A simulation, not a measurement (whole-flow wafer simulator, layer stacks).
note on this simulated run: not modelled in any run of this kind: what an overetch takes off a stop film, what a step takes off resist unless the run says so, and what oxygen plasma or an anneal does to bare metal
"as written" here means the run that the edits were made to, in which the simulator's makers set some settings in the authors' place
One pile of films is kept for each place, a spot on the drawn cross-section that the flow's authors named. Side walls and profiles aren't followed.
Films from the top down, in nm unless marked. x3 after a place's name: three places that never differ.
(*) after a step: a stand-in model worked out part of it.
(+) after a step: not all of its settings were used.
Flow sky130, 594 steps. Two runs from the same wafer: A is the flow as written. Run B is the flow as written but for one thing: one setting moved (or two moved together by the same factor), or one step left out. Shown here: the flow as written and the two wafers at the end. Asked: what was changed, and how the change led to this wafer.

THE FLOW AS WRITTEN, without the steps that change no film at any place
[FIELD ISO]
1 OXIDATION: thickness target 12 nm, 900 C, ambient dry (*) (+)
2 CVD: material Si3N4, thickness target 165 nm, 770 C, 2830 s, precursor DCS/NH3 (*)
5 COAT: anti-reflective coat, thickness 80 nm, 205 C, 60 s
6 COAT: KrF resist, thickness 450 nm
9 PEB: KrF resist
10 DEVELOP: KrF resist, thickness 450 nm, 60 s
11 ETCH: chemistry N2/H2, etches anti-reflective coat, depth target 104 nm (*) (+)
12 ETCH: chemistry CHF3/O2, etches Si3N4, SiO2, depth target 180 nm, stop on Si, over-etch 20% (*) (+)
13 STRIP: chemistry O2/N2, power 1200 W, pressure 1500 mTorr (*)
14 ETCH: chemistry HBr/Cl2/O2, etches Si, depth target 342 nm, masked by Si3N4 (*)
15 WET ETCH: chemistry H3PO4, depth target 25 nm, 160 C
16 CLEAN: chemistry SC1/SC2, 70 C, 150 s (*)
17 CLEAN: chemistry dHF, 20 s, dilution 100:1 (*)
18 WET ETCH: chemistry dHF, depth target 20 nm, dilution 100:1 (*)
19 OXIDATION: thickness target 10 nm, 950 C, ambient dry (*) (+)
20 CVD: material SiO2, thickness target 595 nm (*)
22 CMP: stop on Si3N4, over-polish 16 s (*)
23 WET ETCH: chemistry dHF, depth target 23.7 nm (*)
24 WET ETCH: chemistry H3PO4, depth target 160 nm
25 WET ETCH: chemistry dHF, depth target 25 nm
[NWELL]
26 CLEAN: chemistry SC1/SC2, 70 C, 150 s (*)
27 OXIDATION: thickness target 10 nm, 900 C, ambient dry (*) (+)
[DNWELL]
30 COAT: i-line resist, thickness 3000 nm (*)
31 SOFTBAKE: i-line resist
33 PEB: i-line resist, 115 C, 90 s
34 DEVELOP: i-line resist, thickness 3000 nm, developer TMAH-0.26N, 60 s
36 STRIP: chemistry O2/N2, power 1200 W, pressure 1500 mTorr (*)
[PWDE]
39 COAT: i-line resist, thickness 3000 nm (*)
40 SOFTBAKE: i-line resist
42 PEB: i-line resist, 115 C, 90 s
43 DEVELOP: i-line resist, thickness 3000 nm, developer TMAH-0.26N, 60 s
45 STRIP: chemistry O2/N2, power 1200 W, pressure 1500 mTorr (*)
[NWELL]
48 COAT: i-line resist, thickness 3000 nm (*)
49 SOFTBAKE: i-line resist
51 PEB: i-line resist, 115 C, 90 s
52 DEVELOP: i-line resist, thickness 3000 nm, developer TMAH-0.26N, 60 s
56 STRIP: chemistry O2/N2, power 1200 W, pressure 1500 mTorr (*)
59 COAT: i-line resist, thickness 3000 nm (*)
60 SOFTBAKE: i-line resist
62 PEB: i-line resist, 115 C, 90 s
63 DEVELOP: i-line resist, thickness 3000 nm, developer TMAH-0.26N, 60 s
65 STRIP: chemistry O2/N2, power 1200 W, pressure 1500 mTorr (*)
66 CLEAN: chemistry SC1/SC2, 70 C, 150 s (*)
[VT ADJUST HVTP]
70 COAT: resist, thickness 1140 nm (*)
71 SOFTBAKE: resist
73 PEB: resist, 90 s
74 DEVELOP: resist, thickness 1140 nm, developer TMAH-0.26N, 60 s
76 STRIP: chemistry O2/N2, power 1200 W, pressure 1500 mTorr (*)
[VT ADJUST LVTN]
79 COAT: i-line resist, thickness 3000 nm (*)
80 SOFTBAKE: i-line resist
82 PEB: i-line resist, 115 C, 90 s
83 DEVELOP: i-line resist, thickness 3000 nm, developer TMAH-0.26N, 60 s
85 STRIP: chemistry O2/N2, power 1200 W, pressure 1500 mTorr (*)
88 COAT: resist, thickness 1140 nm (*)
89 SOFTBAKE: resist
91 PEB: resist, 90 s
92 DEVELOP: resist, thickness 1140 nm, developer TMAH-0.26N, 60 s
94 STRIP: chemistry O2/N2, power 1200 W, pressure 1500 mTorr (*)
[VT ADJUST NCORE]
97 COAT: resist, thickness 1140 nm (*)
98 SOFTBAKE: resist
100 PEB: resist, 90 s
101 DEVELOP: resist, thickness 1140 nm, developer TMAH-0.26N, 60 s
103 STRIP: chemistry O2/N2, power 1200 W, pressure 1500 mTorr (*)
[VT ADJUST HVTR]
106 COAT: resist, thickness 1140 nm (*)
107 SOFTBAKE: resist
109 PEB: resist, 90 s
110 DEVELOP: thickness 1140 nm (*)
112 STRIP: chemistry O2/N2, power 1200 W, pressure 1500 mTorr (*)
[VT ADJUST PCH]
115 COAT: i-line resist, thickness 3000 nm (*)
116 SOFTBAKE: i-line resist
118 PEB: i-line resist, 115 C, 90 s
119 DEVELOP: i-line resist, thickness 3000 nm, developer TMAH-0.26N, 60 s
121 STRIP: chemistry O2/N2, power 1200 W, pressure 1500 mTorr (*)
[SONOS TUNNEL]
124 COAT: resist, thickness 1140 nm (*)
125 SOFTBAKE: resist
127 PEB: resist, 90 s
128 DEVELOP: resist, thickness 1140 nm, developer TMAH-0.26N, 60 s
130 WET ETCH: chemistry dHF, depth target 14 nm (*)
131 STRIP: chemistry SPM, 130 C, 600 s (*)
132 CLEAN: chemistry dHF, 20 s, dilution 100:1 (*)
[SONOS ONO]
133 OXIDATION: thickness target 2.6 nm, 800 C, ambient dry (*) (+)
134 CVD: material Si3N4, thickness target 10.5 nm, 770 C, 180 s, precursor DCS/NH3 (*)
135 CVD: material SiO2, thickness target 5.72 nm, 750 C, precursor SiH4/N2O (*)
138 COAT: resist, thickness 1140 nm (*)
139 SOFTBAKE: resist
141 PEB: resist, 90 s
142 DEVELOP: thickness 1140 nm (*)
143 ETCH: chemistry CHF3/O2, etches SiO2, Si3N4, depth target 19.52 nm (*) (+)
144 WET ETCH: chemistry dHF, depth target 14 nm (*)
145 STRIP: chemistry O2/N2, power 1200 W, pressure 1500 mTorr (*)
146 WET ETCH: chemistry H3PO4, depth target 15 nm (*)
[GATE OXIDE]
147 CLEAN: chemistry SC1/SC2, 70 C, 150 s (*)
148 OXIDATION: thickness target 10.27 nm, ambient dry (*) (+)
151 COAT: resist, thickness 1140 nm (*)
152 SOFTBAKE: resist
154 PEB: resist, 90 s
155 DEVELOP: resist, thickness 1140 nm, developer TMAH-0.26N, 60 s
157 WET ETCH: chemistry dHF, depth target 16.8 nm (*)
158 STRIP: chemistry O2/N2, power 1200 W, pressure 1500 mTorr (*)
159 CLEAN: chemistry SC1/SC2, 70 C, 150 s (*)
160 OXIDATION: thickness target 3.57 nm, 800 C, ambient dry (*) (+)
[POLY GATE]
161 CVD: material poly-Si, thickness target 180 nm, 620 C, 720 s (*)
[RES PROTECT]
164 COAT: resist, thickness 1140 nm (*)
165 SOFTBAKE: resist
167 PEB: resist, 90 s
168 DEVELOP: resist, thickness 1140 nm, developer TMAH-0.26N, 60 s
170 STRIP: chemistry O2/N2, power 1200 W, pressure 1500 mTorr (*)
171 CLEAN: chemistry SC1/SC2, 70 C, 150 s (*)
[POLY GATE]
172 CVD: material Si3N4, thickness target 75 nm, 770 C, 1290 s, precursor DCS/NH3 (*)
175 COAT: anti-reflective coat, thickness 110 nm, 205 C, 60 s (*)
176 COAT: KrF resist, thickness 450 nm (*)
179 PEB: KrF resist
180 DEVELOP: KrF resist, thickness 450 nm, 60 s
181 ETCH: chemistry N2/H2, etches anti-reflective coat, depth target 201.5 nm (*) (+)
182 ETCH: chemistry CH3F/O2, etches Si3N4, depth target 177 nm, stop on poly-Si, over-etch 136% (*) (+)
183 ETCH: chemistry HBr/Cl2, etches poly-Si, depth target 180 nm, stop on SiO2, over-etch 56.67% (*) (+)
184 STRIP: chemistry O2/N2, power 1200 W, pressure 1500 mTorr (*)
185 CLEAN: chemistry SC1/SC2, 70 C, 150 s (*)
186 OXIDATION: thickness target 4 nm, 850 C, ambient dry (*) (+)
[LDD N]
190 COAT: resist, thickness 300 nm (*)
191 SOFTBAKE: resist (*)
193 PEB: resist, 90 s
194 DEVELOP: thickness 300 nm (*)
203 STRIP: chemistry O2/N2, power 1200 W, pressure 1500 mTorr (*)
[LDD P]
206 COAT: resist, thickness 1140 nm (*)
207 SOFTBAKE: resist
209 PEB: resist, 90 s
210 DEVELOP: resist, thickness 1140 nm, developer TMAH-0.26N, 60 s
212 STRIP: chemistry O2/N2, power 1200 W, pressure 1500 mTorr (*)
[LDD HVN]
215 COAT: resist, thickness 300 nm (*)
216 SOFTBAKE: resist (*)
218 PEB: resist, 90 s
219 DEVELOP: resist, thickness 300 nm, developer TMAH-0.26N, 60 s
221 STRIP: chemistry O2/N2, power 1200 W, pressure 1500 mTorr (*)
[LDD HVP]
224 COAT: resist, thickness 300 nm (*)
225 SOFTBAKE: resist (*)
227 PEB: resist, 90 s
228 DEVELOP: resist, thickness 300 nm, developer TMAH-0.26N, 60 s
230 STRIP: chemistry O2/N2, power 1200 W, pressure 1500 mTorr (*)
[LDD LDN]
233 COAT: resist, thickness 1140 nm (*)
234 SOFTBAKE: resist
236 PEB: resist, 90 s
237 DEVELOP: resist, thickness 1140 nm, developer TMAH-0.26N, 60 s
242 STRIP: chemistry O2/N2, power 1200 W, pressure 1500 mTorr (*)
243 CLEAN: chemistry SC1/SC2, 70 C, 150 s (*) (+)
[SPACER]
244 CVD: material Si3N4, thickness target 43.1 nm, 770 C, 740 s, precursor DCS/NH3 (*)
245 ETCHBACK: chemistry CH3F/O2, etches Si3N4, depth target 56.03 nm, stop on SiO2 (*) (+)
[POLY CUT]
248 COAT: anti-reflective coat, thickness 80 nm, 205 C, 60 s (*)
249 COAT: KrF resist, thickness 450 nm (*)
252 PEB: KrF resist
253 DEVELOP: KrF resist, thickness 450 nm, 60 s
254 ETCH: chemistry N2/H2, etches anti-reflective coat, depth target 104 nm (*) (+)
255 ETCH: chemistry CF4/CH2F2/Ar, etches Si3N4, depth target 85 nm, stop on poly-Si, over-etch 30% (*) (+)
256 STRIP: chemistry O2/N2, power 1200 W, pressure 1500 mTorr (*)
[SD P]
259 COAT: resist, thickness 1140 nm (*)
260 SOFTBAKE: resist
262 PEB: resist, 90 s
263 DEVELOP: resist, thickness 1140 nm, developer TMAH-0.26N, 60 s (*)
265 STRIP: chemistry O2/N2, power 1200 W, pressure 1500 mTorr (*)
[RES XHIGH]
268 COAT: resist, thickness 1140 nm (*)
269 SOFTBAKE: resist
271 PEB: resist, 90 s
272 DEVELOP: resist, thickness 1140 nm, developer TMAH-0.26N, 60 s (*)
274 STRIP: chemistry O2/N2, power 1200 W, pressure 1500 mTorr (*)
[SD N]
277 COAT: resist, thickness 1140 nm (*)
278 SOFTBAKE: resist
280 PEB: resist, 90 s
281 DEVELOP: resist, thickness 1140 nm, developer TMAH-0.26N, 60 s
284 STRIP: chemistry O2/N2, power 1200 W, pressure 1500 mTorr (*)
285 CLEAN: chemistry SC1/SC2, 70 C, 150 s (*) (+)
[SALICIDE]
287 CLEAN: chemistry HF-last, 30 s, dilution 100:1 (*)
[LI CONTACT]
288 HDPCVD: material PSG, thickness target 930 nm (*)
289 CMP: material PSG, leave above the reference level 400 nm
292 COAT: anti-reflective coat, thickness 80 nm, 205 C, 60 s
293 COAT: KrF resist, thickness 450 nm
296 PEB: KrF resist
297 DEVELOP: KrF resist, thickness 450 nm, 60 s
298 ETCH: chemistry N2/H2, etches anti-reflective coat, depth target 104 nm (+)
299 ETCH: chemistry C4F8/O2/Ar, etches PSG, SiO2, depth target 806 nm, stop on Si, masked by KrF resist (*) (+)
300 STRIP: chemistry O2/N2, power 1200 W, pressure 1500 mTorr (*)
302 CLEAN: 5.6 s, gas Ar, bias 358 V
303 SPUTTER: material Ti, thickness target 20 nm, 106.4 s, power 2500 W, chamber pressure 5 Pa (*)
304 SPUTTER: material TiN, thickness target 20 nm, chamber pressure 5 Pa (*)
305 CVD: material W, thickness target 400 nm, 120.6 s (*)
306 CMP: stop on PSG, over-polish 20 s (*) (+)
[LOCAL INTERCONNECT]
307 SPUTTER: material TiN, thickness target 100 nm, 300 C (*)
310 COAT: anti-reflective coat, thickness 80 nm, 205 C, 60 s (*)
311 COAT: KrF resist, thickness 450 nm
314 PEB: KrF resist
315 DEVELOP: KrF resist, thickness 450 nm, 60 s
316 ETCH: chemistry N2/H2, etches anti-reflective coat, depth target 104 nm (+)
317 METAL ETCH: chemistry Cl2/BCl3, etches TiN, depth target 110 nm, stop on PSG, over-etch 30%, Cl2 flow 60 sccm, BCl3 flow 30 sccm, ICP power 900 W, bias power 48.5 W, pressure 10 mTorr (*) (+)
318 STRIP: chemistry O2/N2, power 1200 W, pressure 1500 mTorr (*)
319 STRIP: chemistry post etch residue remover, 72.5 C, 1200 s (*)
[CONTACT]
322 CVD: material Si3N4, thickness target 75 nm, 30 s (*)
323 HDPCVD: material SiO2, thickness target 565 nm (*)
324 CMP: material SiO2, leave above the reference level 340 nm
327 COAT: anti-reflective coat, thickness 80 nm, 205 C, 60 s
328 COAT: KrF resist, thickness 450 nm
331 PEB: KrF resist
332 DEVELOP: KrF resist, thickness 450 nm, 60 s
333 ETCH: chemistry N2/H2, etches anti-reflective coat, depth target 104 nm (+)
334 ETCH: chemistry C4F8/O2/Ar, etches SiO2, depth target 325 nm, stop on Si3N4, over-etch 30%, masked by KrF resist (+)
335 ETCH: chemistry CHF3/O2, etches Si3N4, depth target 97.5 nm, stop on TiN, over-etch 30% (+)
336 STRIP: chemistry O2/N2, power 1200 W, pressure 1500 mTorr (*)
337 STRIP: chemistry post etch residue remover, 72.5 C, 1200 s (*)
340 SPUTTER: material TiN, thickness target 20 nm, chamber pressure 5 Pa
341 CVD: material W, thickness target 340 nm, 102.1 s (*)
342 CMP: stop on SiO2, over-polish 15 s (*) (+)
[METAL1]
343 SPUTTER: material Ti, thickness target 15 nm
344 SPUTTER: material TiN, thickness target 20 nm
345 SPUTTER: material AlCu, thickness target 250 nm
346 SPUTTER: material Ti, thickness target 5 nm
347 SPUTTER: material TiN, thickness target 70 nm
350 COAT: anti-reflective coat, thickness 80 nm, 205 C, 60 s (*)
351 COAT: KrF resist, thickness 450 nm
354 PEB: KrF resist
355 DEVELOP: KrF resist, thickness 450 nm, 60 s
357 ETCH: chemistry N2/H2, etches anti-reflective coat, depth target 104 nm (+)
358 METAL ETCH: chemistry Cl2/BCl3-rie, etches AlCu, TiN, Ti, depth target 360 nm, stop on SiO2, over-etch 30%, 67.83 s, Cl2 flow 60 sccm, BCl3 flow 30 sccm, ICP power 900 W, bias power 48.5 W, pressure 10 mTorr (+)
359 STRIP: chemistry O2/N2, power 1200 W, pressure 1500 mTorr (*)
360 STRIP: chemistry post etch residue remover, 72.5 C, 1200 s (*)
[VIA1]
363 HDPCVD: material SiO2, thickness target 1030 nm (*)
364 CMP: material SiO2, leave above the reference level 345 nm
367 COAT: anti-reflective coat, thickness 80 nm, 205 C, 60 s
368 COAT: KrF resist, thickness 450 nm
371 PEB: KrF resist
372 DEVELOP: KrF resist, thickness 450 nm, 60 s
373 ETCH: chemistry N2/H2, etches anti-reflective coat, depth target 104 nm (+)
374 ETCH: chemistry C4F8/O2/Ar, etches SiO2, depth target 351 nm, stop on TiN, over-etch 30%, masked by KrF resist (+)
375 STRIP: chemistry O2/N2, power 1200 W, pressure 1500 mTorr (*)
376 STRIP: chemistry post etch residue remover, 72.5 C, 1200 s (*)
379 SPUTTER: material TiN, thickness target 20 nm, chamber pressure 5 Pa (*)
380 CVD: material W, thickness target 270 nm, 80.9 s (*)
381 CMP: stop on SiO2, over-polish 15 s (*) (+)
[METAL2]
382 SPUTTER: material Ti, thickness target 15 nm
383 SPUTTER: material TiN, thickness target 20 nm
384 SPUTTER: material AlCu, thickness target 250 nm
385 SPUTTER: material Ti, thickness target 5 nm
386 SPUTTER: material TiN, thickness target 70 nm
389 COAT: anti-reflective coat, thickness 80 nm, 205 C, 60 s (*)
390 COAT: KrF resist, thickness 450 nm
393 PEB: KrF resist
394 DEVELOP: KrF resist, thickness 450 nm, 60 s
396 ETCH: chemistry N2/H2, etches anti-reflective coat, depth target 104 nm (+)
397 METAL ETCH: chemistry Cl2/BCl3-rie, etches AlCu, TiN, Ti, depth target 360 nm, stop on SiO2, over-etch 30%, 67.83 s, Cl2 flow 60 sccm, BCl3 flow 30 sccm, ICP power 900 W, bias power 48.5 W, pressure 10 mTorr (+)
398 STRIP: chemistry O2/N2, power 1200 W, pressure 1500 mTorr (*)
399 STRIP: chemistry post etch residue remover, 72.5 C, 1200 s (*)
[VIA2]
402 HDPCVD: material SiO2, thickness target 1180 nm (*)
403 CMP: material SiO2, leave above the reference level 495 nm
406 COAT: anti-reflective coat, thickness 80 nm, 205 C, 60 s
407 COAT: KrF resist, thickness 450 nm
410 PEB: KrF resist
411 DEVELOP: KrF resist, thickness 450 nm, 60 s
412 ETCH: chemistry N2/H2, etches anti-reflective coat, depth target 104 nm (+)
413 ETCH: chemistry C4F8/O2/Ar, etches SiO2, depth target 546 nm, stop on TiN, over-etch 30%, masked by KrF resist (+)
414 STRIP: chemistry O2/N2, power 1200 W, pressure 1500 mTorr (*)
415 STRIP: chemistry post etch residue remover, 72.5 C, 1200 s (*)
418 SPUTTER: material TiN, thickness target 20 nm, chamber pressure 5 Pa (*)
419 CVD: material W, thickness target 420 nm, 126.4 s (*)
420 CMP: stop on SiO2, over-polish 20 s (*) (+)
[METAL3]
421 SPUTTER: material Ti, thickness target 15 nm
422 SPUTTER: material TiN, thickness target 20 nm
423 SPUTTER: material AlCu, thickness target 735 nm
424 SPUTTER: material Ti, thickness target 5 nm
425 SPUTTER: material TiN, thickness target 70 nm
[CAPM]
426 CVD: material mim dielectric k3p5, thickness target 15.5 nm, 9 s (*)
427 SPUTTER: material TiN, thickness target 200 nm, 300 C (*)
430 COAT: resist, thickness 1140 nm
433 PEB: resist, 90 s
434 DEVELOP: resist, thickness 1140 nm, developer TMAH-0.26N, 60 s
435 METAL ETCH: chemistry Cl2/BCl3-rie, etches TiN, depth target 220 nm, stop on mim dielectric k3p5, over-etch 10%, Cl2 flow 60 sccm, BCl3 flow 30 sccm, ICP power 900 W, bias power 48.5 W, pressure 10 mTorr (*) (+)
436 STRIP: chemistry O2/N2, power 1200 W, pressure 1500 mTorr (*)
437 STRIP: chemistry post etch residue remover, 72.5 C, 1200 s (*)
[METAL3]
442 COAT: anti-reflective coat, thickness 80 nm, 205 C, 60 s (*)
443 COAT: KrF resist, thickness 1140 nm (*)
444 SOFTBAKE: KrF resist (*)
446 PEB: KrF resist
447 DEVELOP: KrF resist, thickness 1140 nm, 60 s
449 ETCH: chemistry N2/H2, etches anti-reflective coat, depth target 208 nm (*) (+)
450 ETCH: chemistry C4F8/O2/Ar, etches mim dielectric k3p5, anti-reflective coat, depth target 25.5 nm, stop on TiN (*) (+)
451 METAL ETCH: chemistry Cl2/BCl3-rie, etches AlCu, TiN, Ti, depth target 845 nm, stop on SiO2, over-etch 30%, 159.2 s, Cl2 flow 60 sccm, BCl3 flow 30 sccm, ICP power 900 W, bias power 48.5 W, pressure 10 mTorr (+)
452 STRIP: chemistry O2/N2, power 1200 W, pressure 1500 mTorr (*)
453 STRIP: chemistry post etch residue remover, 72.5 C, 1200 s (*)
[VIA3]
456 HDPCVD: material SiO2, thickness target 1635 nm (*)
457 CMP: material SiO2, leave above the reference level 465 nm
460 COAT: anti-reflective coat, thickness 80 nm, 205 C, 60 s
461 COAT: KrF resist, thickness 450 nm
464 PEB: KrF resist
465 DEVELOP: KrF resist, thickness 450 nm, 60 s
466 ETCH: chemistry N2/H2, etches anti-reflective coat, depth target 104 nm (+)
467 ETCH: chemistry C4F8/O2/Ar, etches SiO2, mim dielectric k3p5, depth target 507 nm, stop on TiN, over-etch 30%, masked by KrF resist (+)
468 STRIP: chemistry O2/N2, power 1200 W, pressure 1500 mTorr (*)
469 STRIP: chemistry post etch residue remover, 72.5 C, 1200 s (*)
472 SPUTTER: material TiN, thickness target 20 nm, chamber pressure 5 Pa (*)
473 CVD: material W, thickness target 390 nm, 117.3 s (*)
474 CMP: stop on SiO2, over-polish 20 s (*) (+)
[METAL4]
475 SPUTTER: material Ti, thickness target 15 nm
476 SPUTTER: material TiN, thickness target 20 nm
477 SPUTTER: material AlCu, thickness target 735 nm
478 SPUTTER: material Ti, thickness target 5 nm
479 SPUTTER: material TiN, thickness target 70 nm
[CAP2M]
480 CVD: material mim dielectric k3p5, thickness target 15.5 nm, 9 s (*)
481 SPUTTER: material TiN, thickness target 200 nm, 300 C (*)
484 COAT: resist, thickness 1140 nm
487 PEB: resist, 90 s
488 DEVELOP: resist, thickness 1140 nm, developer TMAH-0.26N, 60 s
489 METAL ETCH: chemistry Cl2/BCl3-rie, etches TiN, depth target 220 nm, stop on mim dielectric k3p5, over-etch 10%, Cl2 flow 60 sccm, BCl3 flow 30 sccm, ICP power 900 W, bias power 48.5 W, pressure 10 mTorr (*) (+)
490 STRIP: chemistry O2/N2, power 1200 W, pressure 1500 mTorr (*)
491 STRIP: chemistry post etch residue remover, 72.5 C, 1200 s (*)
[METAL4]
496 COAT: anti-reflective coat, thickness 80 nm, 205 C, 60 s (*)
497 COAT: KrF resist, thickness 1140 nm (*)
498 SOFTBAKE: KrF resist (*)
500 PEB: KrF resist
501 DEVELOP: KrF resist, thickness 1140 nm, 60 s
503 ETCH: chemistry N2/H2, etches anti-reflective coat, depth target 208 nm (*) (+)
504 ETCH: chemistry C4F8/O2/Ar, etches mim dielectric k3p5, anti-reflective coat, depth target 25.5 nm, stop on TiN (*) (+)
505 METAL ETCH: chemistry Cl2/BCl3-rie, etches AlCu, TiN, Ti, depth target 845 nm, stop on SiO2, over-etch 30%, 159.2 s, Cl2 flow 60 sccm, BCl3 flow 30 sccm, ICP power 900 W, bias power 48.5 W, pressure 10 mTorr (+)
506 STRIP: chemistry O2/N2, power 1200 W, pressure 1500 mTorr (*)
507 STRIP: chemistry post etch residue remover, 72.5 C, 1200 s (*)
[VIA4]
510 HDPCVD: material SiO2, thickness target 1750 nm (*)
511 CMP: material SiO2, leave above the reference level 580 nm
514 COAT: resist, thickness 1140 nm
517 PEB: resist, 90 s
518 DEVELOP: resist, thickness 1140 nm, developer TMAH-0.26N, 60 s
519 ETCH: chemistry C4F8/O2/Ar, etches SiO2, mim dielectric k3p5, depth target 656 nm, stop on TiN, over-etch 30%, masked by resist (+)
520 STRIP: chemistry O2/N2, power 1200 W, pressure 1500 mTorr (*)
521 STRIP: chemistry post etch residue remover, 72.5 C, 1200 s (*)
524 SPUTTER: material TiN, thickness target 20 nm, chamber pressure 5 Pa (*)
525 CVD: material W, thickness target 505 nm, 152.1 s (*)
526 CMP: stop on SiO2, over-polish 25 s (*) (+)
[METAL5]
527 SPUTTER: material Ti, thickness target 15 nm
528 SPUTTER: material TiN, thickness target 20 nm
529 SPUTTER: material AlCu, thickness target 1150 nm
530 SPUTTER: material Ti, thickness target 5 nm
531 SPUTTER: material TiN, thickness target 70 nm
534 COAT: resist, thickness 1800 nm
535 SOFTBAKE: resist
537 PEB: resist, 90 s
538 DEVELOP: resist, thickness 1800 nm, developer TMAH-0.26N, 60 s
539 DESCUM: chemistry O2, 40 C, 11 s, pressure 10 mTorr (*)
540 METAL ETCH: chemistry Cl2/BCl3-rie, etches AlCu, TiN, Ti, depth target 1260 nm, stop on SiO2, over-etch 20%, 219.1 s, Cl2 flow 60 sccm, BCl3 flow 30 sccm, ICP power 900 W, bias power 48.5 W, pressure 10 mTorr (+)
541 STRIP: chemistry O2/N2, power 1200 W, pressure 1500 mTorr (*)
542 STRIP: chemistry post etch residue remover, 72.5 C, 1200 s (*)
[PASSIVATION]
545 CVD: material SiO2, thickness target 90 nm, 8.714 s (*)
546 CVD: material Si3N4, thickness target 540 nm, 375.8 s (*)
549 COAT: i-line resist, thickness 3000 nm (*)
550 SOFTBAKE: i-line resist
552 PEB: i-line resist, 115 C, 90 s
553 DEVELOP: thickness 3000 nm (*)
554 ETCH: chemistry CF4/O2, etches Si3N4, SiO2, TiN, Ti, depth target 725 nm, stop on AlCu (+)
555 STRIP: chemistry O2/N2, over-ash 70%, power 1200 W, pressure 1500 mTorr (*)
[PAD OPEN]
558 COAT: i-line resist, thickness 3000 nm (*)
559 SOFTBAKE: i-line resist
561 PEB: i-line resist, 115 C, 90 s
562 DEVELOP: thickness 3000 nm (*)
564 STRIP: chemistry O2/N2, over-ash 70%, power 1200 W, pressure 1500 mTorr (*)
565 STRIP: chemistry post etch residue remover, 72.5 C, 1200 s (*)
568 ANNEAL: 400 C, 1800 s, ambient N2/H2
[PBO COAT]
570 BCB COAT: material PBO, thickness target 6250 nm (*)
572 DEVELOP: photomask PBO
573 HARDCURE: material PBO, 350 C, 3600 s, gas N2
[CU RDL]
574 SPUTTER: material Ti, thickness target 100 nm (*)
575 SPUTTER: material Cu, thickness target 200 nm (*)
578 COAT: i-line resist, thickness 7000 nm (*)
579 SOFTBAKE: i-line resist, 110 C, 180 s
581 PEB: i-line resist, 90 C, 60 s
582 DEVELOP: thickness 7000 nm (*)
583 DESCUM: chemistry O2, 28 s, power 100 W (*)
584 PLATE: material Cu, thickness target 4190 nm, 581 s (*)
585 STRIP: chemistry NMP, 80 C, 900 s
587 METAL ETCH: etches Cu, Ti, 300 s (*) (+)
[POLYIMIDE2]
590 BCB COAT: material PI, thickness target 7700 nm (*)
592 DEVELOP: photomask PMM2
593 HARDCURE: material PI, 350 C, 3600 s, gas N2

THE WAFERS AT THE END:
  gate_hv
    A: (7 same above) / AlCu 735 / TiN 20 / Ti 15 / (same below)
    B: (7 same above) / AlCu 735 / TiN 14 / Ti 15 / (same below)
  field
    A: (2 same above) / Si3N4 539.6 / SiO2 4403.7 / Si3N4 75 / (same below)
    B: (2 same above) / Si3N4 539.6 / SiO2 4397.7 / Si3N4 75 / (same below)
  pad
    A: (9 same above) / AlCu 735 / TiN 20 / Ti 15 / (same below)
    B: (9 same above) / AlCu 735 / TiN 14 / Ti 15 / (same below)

The cause: step 476, SPUTTER: thickness target 14 nm was run, where the flow has thickness target 20 nm.
It can be read off the wafer: gate_hv has TiN 14, and step 476 as written asks for 20 nm.

How the change led to this, step by step:
  476 SPUTTER: material TiN, thickness target 20 nm
      field, active, n_well and 189 more: A TiN +20 (new film) | B TiN +14 (new film)
  505 METAL ETCH: chemistry Cl2/BCl3-rie, etches AlCu, TiN, Ti, depth target 845 nm, stop on SiO2, over-etch 30%, 159.2 s, Cl2 flow 60 sccm, BCl3 flow 30 sccm, ICP power 900 W, bias power 48.5 W, pressure 10 mTorr (+)
      field, active, gate and 63 more: A TiN -70 (all of it), Ti -5 (all of it), AlCu -735 (all of it), TiN -20 (all of it), Ti -15 (all of it), SiO2 -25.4 | B TiN -70 (all of it), Ti -5 (all of it), AlCu -735 (all of it), TiN -14 (all of it), Ti -15 (all of it), SiO2 -25.9
      vpp_iso1, m1_ln, poly_licon and 8 more: A TiN -70 (all of it), Ti -5 (all of it), AlCu -735 (all of it), TiN -20 (all of it), Ti -15 (all of it), SiO2 -25.3 | B TiN -70 (all of it), Ti -5 (all of it), AlCu -735 (all of it), TiN -14 (all of it), Ti -15 (all of it), SiO2 -25.9
      (and at 11 more places)
